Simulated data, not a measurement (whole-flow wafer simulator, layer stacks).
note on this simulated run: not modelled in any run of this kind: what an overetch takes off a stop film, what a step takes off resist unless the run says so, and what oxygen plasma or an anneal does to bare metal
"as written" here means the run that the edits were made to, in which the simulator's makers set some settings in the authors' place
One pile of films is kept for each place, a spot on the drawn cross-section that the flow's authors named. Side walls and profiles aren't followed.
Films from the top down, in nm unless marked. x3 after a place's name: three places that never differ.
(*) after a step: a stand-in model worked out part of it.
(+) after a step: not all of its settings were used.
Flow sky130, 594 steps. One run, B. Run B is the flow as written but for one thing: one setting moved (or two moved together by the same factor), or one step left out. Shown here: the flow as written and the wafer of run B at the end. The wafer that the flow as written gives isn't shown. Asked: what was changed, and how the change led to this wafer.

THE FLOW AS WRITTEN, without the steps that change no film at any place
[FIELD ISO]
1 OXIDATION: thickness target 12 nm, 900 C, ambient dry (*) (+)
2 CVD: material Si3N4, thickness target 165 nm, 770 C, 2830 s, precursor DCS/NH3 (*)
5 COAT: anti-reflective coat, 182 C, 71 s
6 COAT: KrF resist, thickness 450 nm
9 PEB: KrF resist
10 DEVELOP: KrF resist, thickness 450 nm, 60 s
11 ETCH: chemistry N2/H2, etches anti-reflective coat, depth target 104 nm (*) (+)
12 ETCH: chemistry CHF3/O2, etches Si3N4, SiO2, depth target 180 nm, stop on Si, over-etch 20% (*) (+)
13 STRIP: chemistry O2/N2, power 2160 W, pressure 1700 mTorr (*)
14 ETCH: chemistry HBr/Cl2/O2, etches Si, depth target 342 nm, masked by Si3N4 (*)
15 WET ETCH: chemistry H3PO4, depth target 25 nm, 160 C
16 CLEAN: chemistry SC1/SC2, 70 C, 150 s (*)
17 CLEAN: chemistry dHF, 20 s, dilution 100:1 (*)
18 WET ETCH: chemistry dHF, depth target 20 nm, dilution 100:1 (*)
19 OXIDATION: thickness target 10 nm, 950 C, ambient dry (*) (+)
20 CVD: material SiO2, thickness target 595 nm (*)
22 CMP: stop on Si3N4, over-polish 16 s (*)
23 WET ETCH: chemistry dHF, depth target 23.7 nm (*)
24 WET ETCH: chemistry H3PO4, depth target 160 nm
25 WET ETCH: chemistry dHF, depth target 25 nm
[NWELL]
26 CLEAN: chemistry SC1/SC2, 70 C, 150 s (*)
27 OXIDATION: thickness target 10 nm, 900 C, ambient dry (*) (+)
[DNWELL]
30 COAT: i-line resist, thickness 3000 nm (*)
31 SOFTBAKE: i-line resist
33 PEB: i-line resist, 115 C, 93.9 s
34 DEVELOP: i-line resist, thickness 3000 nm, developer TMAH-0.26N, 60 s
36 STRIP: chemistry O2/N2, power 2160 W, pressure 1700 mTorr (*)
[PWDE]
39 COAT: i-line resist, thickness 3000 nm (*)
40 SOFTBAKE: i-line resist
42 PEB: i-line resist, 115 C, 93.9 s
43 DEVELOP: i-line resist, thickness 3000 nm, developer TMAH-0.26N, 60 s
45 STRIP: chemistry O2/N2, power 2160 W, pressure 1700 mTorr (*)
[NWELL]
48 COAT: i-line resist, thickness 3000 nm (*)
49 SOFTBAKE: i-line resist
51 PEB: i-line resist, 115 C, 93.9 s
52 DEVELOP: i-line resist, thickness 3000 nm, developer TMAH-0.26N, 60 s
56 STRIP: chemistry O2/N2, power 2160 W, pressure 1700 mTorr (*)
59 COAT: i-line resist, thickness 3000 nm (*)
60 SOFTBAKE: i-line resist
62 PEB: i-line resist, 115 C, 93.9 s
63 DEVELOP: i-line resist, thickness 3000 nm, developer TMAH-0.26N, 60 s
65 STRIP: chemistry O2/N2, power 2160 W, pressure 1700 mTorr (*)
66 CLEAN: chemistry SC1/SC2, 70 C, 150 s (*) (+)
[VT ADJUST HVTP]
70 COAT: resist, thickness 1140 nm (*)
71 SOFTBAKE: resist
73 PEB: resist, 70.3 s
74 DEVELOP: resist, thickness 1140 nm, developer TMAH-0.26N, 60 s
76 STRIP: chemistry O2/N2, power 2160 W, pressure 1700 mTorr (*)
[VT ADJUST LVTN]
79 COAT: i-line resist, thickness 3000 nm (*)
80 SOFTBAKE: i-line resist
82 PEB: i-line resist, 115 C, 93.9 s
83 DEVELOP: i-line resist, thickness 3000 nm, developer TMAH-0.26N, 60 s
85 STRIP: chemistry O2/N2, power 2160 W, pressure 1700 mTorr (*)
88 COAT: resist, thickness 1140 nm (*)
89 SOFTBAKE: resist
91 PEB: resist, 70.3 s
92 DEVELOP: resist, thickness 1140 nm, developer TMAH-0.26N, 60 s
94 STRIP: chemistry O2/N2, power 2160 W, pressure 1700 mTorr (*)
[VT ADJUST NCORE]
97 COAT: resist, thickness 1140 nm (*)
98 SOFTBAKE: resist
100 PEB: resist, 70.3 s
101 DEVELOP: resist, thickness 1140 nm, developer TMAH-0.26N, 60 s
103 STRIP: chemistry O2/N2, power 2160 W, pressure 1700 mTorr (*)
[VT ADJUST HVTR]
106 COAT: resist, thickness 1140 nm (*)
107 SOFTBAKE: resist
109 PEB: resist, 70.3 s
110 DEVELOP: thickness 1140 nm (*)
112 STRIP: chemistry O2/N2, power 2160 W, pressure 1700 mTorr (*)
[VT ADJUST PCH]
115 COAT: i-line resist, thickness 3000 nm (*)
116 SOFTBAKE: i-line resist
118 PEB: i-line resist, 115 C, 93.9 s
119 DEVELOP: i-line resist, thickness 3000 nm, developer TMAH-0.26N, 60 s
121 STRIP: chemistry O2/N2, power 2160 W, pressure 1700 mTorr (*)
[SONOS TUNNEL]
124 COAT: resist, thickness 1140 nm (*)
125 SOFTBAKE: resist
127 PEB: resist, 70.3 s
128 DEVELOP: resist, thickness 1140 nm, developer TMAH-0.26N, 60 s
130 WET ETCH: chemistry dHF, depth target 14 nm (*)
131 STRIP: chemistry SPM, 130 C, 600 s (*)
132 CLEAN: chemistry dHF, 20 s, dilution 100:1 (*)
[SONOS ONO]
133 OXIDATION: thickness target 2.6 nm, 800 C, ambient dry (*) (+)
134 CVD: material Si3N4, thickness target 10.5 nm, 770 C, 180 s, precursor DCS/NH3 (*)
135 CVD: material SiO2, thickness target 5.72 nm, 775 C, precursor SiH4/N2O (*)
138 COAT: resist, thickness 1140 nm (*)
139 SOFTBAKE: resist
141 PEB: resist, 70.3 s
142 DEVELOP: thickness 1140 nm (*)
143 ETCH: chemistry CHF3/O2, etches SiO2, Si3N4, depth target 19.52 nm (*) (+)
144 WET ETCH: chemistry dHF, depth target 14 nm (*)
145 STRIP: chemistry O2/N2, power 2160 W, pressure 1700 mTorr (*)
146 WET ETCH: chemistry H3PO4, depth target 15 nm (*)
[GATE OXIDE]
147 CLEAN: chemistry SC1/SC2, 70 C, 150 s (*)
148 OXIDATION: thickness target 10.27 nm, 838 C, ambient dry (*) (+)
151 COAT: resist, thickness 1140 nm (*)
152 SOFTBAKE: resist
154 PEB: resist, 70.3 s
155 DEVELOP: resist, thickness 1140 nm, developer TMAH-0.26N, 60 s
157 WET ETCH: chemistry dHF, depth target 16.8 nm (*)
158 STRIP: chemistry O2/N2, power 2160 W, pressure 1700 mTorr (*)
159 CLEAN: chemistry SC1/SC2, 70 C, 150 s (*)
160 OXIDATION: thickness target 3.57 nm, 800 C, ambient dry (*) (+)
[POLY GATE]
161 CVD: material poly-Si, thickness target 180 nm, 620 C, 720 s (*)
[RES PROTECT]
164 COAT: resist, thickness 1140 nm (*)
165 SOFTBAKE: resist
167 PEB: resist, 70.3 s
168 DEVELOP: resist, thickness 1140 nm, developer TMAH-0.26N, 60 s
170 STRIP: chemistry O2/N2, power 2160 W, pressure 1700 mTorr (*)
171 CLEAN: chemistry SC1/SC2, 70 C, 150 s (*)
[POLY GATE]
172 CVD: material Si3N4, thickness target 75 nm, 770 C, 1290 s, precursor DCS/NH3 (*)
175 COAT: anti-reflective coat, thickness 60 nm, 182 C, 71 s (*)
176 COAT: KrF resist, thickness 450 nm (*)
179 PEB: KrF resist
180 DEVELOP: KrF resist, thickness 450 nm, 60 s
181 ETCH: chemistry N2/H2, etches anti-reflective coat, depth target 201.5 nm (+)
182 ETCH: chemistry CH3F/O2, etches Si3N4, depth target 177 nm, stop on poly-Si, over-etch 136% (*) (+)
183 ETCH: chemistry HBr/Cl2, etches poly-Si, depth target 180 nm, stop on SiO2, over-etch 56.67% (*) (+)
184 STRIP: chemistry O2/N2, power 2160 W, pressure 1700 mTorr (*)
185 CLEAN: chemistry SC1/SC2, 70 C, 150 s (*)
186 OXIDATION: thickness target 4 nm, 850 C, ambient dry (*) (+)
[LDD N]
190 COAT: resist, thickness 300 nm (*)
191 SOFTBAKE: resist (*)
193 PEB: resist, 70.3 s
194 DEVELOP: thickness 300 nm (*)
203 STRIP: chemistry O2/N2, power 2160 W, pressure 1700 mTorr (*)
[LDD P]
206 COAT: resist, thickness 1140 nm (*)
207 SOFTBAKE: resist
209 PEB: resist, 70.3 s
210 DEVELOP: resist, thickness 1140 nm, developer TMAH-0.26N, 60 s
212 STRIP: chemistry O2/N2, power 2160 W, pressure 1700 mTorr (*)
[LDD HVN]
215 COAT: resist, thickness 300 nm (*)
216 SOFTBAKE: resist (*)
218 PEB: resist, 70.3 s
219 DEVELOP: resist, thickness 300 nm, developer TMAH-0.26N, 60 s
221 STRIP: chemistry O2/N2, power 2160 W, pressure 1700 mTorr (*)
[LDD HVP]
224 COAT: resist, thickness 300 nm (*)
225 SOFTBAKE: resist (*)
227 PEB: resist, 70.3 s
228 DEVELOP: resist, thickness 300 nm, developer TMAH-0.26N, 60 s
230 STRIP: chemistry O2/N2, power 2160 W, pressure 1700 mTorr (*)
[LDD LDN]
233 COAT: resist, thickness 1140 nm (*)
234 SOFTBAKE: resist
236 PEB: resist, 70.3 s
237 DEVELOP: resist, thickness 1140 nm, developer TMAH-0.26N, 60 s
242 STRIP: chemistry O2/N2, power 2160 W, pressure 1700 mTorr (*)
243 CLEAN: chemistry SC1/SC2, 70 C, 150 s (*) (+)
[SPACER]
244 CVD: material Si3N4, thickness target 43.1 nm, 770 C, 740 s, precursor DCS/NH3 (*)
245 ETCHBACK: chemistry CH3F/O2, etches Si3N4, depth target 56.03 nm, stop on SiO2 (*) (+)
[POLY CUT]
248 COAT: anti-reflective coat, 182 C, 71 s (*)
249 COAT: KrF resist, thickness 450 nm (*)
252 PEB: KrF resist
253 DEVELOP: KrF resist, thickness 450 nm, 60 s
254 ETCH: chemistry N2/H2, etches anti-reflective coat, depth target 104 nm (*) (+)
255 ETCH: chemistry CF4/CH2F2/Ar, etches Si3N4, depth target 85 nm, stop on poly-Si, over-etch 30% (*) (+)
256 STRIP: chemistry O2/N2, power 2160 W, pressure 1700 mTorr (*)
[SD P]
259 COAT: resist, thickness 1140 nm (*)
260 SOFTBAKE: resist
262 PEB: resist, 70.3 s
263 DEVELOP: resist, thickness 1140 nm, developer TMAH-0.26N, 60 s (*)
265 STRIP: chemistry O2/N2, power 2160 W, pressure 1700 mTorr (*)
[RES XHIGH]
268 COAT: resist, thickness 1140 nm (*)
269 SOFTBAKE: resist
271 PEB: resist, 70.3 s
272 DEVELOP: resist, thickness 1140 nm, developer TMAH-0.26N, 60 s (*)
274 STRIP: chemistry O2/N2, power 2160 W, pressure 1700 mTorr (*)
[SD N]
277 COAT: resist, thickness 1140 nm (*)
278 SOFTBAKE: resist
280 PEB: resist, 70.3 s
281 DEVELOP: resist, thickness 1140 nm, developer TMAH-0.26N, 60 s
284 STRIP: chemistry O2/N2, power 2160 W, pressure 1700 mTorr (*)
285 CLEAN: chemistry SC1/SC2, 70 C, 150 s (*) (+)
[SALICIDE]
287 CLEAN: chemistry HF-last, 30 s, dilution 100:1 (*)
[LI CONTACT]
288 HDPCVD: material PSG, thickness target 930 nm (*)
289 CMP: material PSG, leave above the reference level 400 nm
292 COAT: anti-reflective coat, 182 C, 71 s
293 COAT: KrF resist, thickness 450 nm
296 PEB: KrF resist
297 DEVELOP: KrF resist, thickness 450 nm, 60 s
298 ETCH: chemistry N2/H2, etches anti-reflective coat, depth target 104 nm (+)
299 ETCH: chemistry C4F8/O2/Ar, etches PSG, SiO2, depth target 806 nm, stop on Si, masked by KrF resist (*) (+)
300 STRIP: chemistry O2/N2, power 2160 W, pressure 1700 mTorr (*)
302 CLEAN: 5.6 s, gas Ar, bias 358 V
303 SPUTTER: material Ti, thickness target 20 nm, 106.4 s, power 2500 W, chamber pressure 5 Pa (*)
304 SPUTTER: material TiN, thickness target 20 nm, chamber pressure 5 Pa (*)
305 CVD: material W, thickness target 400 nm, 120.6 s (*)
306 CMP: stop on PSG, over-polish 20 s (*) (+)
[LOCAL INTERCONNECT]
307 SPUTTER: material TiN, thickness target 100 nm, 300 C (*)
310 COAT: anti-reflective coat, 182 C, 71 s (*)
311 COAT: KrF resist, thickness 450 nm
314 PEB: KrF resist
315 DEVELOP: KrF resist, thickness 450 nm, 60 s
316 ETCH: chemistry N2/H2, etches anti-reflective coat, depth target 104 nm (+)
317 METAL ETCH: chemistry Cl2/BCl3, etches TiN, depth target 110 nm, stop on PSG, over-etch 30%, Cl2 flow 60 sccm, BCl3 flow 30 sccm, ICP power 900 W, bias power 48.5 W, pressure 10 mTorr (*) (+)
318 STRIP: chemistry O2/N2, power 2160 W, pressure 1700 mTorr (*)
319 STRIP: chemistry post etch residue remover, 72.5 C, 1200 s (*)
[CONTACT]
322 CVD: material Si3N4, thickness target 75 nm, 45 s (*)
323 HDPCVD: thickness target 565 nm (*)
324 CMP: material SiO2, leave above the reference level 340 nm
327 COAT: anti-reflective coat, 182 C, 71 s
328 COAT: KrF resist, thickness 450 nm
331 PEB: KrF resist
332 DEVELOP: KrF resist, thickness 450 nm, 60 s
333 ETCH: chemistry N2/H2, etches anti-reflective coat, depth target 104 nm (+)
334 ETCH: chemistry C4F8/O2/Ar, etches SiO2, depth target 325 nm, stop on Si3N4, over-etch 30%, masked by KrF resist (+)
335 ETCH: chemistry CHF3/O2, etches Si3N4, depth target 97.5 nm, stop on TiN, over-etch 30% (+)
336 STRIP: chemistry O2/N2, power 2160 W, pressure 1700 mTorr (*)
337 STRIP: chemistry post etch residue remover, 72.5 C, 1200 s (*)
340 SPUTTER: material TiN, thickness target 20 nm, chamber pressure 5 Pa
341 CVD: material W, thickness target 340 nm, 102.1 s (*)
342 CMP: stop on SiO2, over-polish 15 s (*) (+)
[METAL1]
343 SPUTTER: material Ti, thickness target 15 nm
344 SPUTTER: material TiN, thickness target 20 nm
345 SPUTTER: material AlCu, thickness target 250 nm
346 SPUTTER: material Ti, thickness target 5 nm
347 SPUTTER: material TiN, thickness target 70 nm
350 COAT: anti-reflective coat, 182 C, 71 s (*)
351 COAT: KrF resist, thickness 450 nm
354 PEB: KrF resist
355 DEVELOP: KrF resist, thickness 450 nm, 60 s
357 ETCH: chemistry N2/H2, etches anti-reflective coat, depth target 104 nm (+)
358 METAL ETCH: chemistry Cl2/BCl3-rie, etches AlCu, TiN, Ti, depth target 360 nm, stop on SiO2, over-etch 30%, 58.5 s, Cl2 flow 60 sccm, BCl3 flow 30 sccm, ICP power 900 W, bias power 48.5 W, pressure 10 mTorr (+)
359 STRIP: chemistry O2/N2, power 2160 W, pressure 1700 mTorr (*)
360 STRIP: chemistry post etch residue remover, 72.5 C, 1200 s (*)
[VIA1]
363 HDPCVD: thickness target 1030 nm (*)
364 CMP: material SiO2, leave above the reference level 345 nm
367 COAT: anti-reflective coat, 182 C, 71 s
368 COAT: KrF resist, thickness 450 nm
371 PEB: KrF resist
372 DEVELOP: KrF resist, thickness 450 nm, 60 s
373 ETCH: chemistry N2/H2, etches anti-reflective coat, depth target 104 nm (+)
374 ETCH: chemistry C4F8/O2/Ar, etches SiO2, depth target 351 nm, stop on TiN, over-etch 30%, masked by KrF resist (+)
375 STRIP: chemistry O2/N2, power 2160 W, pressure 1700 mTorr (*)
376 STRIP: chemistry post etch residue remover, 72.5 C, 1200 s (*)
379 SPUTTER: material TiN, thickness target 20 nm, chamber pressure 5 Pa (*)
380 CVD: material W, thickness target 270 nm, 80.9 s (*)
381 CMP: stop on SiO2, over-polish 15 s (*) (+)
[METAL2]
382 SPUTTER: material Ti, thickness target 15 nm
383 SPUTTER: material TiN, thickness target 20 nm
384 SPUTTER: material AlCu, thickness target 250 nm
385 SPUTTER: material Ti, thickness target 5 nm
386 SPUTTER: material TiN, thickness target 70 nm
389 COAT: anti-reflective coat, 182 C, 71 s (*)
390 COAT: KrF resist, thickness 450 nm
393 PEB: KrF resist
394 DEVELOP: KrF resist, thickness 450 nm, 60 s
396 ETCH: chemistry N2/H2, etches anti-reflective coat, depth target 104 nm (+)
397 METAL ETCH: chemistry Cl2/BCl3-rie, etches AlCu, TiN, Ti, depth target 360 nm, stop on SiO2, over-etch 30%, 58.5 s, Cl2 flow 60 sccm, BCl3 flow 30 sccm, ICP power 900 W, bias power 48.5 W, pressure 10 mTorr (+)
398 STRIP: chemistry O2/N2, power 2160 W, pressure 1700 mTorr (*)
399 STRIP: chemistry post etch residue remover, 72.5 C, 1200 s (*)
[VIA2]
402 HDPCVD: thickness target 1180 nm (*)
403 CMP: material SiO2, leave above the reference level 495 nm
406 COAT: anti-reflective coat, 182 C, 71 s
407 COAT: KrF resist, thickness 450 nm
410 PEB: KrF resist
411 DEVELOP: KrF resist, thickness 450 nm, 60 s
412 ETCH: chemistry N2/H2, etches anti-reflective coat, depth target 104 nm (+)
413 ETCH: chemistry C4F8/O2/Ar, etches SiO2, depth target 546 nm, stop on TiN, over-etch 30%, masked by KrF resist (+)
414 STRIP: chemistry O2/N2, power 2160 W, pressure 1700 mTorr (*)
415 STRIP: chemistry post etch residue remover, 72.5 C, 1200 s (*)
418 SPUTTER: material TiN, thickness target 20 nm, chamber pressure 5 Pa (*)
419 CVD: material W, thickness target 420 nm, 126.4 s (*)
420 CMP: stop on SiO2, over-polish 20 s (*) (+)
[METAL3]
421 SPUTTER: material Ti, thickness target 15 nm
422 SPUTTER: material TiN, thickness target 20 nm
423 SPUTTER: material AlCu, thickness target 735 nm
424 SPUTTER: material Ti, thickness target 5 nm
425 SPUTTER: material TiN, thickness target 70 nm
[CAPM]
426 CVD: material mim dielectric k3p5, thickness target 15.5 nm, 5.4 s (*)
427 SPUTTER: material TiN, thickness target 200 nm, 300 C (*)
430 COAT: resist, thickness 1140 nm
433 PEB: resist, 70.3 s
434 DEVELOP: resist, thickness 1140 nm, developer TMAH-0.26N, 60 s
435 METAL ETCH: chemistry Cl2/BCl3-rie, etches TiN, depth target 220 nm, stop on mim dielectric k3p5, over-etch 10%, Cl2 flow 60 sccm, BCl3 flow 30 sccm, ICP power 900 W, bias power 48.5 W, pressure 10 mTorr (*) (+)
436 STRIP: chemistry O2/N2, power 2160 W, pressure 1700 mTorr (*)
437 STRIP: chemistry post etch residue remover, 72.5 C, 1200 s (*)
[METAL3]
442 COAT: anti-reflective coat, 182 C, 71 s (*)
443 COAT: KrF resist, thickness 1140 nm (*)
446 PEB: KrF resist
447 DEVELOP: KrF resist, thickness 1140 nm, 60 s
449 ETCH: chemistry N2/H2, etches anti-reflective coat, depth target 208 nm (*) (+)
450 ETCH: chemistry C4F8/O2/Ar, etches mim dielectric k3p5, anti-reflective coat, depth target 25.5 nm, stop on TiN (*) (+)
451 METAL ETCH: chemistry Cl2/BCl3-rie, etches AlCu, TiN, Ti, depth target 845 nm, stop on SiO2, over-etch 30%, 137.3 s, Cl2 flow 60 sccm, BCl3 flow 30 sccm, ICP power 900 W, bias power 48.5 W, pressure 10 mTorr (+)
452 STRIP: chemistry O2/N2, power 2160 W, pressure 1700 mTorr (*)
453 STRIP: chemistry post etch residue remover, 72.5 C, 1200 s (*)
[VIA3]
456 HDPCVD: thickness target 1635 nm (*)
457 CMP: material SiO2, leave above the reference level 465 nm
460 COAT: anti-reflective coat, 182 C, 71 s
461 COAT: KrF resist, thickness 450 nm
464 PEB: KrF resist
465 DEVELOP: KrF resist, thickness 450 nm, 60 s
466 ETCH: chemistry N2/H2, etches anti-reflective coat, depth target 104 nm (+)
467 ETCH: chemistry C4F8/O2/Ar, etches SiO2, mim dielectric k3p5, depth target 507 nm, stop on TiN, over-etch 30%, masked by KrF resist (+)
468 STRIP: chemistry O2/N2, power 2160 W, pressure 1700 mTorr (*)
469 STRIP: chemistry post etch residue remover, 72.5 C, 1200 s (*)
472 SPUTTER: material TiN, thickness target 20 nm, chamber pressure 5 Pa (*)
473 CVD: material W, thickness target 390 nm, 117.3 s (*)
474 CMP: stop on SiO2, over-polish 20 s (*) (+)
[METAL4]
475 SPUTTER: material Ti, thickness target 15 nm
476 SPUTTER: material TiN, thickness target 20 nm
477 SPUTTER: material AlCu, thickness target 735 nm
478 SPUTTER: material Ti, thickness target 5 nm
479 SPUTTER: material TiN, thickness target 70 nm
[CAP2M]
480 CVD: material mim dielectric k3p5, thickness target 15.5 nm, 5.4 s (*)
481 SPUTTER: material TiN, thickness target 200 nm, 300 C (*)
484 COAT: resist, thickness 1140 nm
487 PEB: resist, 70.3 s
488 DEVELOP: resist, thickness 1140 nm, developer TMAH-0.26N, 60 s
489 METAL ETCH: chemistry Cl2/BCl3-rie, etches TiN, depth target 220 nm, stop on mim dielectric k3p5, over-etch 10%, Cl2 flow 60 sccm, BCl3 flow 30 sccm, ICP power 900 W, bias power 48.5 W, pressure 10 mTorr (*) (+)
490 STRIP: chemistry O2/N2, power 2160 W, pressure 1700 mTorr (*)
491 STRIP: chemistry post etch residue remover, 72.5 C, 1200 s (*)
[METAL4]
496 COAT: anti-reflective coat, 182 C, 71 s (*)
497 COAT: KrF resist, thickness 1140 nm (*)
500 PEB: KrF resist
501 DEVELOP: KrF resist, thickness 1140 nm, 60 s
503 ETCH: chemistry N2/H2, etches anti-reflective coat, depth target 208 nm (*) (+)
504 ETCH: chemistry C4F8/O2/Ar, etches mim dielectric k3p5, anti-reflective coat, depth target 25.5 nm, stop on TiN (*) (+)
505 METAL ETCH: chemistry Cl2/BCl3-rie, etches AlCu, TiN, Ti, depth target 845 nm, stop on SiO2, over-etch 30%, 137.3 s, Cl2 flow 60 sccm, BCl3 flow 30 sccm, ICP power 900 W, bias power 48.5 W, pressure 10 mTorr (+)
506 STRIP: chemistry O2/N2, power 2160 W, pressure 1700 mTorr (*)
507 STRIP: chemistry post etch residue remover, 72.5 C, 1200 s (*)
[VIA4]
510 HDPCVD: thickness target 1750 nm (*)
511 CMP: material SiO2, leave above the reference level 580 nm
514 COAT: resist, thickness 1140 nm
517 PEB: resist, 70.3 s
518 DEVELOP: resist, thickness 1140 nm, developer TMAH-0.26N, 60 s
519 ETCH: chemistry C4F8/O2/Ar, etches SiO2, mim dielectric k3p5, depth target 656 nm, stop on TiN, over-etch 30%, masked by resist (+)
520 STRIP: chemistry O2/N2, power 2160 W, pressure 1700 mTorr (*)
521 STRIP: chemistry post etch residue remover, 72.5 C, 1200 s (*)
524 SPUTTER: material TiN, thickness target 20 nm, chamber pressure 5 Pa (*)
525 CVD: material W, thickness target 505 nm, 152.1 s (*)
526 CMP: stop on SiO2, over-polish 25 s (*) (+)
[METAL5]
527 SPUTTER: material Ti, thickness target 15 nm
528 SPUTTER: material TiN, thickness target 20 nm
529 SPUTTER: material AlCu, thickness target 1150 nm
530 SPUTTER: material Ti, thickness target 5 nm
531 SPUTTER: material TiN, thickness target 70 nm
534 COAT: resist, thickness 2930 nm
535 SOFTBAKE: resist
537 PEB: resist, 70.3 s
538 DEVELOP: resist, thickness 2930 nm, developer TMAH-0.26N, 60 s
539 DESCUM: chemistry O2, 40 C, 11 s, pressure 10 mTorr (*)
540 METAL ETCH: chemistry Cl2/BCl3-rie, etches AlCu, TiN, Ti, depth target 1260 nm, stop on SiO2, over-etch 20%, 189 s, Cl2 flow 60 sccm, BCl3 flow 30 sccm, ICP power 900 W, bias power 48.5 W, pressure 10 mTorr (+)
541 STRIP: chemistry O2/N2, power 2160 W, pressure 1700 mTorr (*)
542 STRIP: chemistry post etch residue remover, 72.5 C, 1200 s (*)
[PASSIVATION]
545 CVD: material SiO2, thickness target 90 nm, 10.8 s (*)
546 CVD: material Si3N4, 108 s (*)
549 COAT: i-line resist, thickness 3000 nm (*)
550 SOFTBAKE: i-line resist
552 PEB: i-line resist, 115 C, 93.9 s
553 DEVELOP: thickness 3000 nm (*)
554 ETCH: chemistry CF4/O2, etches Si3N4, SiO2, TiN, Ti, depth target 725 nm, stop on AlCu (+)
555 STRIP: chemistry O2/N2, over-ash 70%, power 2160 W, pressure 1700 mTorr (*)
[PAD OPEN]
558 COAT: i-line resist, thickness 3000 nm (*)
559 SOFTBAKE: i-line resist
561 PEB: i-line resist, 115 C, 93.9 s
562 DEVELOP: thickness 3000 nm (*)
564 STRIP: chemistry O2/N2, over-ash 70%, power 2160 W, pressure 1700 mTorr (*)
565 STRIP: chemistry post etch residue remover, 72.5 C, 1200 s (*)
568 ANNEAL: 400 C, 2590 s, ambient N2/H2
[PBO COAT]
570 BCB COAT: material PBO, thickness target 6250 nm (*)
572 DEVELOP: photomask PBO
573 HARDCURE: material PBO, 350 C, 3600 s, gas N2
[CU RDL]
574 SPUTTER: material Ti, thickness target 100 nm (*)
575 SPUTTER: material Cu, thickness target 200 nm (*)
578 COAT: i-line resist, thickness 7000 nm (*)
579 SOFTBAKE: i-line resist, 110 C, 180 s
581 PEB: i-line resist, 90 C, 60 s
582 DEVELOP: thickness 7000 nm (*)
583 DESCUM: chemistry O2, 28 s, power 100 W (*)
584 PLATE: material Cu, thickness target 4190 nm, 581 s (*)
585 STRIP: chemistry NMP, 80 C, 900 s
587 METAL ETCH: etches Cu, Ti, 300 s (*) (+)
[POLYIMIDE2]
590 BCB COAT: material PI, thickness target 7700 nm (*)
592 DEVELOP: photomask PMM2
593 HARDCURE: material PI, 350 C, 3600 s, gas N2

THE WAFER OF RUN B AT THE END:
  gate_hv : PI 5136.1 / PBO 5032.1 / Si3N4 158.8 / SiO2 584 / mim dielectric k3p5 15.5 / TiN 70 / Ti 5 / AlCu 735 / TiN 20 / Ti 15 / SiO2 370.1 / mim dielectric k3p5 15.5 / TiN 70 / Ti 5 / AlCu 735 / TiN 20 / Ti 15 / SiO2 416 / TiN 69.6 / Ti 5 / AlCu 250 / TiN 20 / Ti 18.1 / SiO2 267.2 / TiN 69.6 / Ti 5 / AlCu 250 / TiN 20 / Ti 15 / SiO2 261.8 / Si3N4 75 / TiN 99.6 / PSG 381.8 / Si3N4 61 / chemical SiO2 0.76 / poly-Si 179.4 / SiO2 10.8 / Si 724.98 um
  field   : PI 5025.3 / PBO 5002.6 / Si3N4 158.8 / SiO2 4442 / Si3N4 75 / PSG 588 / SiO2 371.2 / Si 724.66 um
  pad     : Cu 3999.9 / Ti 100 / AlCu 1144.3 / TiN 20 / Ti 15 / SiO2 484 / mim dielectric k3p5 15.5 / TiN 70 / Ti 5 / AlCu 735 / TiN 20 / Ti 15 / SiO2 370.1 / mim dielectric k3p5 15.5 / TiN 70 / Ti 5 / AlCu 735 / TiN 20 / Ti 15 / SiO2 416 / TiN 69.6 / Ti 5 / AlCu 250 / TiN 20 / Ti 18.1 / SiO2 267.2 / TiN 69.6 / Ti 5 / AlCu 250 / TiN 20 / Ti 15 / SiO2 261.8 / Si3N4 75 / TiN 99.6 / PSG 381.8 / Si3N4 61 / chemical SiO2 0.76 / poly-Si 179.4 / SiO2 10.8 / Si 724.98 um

The cause: step 382, SPUTTER: thickness target 18.1 nm was run, where the flow has thickness target 15 nm.
It can be read off the wafer: gate_hv has Ti 18.1, and step 382 as written asks for 15 nm.

How the change led to this, step by step:
  382 SPUTTER: material Ti, thickness target 15 nm
      field, active, n_well and 188 more: Ti +18.1 (new film) (as written it would be: Ti +15 (new film))
  397 METAL ETCH: chemistry Cl2/BCl3-rie, etches AlCu, TiN, Ti, depth target 360 nm, stop on SiO2, over-etch 30%, 58.5 s, Cl2 flow 60 sccm, BCl3 flow 30 sccm, ICP power 900 W, bias power 48.5 W, pressure 10 mTorr (+)
      field, active, gate and 82 more: TiN -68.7 (all of it), Ti -5 (all of it), AlCu -250 (all of it), TiN -20 (all of it), Ti -18.1 (all of it), SiO2 -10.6 (as written it would be: TiN -68.7 (all of it), Ti -5 (all of it), AlCu -250 (all of it), TiN -20 (all of it), Ti -15 (all of it), SiO2 -10.9)
